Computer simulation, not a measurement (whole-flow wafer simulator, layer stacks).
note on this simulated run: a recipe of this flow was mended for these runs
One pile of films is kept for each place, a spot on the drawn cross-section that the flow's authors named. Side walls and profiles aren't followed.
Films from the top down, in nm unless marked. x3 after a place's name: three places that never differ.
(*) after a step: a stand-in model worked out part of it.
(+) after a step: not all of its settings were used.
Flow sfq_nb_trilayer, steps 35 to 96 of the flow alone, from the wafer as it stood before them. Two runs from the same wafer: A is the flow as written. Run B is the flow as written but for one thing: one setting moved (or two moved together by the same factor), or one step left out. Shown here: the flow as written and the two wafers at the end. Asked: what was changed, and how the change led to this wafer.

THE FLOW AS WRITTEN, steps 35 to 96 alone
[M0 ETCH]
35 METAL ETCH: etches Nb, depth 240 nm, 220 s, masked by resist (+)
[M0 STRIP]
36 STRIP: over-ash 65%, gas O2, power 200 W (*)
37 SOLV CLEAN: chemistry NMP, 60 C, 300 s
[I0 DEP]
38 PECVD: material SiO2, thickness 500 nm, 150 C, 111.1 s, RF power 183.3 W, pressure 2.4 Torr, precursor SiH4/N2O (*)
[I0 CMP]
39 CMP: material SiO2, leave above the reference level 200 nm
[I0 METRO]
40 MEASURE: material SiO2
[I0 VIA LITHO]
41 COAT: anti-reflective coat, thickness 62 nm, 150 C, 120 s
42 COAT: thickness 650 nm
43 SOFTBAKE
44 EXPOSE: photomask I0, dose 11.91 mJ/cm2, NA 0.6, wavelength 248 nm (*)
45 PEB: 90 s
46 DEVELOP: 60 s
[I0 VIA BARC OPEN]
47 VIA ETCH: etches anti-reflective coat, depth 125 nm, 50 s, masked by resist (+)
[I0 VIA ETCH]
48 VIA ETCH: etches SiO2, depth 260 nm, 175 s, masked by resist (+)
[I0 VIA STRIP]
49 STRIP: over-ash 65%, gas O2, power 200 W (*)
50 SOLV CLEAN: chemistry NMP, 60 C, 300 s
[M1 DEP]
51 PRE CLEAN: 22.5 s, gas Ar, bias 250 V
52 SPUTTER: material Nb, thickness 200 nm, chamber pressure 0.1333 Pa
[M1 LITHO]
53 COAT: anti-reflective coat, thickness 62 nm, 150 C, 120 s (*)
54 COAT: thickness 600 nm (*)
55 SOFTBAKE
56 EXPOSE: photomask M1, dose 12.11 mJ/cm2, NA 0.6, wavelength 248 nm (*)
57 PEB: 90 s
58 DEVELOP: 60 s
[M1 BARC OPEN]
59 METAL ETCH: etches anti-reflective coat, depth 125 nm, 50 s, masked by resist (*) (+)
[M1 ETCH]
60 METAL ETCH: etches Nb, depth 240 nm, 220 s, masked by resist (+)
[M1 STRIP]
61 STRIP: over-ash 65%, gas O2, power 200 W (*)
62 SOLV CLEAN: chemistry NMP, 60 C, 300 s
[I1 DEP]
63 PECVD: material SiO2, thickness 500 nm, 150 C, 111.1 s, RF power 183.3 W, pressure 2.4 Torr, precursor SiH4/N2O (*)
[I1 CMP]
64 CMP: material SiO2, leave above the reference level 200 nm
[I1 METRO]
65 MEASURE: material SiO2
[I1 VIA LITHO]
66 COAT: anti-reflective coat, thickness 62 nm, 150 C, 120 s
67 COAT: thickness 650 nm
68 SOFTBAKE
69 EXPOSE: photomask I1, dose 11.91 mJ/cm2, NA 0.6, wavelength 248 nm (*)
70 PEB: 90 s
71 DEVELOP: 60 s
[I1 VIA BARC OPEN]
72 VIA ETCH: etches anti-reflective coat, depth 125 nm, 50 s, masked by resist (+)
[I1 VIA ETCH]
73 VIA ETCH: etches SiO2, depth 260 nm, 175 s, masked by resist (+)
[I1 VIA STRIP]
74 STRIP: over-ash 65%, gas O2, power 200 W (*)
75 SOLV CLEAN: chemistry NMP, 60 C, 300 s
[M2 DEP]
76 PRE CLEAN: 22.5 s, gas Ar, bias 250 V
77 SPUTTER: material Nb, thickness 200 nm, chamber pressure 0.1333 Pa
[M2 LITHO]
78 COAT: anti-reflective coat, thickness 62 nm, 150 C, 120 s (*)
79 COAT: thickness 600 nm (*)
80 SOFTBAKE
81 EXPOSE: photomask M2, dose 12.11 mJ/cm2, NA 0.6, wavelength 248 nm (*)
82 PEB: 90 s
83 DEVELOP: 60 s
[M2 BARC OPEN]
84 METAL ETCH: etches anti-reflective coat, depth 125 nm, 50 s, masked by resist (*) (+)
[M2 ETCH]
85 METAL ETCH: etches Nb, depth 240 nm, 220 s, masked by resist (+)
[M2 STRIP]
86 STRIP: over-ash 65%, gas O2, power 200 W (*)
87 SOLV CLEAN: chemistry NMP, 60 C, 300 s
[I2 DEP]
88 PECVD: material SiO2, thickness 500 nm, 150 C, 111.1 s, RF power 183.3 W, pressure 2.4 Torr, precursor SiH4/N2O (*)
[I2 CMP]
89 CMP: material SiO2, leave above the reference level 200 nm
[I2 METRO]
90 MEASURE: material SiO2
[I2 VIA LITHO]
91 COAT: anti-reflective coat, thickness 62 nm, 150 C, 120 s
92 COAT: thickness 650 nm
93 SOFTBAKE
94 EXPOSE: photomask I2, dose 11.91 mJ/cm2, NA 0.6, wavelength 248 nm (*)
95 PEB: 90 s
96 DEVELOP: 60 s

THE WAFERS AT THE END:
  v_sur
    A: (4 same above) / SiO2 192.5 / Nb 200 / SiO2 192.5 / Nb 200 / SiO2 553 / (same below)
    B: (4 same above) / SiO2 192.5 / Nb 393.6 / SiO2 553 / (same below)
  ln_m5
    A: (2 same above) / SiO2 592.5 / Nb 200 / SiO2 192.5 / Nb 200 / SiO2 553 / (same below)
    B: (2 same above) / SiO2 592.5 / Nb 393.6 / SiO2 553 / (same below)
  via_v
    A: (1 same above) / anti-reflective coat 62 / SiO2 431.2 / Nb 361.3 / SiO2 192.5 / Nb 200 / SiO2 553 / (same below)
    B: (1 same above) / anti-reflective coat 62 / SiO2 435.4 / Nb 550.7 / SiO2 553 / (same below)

The cause: step 36, STRIP: over-ash 65%, gas O2, power 200 W (*), was left out.

How the change led to this, step by step:
  38 PECVD: material SiO2, thickness 500 nm, 150 C, 111.1 s, RF power 183.3 W, pressure 2.4 Torr, precursor SiH4/N2O (*)
      m0r_space_l, m0r_space_r: A SiO2 +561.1 | B SiO2 +500
      moat: A SiO2 +561.1 | B SiO2 +277
  39 CMP: material SiO2, leave above the reference level 200 nm
      p4_fl, p4_fm, p4_w1 and 68 more: A SiO2 -300 | B SiO2 -500 (all of it), KrF-resist-other-grade -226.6
      jj_sur, ce_l, c5j, res, r_end: A SiO2 -300 | B SiO2 -500 (all of it), KrF-resist-other-grade -234.2
      (and at 30 more places)
  41 COAT: anti-reflective coat, thickness 62 nm, 150 C, 120 s
      r_sur, ln_m5: A anti-reflective coat +62 (new film) | B anti-reflective coat +63.6 (new film)
      res: A anti-reflective coat +62 (new film) | B anti-reflective coat +59.6 (new film)
      (and at 4 more places)
  48 VIA ETCH: etches SiO2, depth 260 nm, 175 s, masked by resist (+)
      via_w: A SiO2 -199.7 (all of it), Nb -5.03 | B KrF-resist-other-grade -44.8
  49 STRIP: over-ash 65%, gas O2, power 200 W (*)
      p4_fl, p4_fm, p4_w1 and 68 more: A KrF-resist-other-grade -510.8 (all of it), anti-reflective coat -62 (all of it) | B KrF-resist-other-grade -510.8 (all of it), anti-reflective coat -62 (all of it), KrF-resist-other-grade -138 (all of it), anti-reflective coat -62 (all of it)
      be_sur, gap: A KrF-resist-other-grade -510.8 (all of it), anti-reflective coat -62 (all of it) | B KrF-resist-other-grade -510.6 (all of it), anti-reflective coat -62 (all of it), KrF-resist-other-grade -136.3 (all of it), anti-reflective coat -63.7 (all of it)
      (and at 31 more places)
  51 PRE CLEAN: 22.5 s, gas Ar, bias 250 V
      field_l, v_sur, via_wl and 99 more: A SiO2 -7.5 | B Nb -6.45
  52 SPUTTER: material Nb, thickness 200 nm, chamber pressure 0.1333 Pa
      field_l, v_sur, via_wl and 98 more: A Nb +200 (new film) | B Nb +200
      l0v: A Nb +200 (new film) | B Nb +196.9
      (and at 1 more place)
  53 COAT: anti-reflective coat, thickness 62 nm, 150 C, 120 s (*)
      l0r_line_l, l0r_line_c, l0r_line_r: A anti-reflective coat +62 (new film) | B anti-reflective coat +56.2 (new film)
      jj_sur, ce_r: A anti-reflective coat +62.2 (new film) | B anti-reflective coat +64.1 (new film)
      (and at 29 more places)
  54 COAT: thickness 600 nm (*)
      m0r_line_l, m0r_line_r: A KrF-resist-other-grade +600 (new film) | B KrF-resist-other-grade +676.3 (new film)
      m0r_space_l, m0r_space_r: A KrF-resist-other-grade +600 (new film) | B KrF-resist-other-grade +545.5 (new film)
      (and at 5 more places)
  58 DEVELOP: 60 s
      m0r_line_l, m0r_line_r: A KrF-resist-other-grade -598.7 (all of it) | B KrF-resist-other-grade -674.9 (all of it)
      m0r_space_l, m0r_space_r: A KrF-resist-other-grade -598.7 (all of it) | B KrF-resist-other-grade -544.4 (all of it)
      (and at 1 more place)
  59 METAL ETCH: etches anti-reflective coat, depth 125 nm, 50 s, masked by resist (*) (+)
      l0r_line_l, l0r_line_c, l0r_line_r: A anti-reflective coat -62 (all of it) | B anti-reflective coat -56.2 (all of it)
      jj_sur, ce_r: A anti-reflective coat -62.2 (all of it) | B anti-reflective coat -64.1 (all of it)
      (and at 21 more places)
  60 METAL ETCH: etches Nb, depth 240 nm, 220 s, masked by resist (+)
      field_l, be, be_sur and 76 more: A Nb -200 (all of it), SiO2 -4 | B Nb -240
  61 STRIP: over-ash 65%, gas O2, power 200 W (*)
      v_sur: A KrF-resist-other-grade -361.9 (all of it), anti-reflective coat -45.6 (all of it) | B KrF-resist-other-grade -367.4 (all of it), anti-reflective coat -78.2 (all of it)
      via_wl: A KrF-resist-other-grade -382.3 (all of it), anti-reflective coat -16.2 (all of it) | B KrF-resist-other-grade -370.3 (all of it), anti-reflective coat -72.7 (all of it)
      (and at 6 more places)
  63 PECVD: material SiO2, thickness 500 nm, 150 C, 111.1 s, RF power 183.3 W, pressure 2.4 Torr, precursor SiH4/N2O (*)
      field_l, be, be_sur and 65 more: A SiO2 +500 | B SiO2 +500 (new film)
      lsp_m, ln_m6, lsp_r: A SiO2 +494.8 | B SiO2 +493.9 (new film)
      (and at 9 more places)
  64 CMP: material SiO2, leave above the reference level 200 nm
      be, be_sur, gap and 61 more: A SiO2 -96 | B SiO2 -60
      field_l, l0r_line_l, l0r_line_c, l0r_line_r: A SiO2 -96 | B SiO2 -102
      (and at 13 more places)
  77 SPUTTER: material Nb, thickness 200 nm, chamber pressure 0.1333 Pa
      via_v: A Nb +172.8 | B Nb +168.6
Counting metal films that touch as one body, v_sur has 2 bodies (between them, from the top down: SiO2 192.5); the flow as written gives 3 bodies (between them, from the top down: SiO2 192.5; SiO2 192.5).
Counting metal films that touch as one body, ln_m5 has 1 body; the flow as written gives 2 bodies (between them, from the top down: SiO2 192.5).
Counting metal films that touch as one body, via_v has 1 body; the flow as written gives 2 bodies (between them, from the top down: SiO2 192.5).
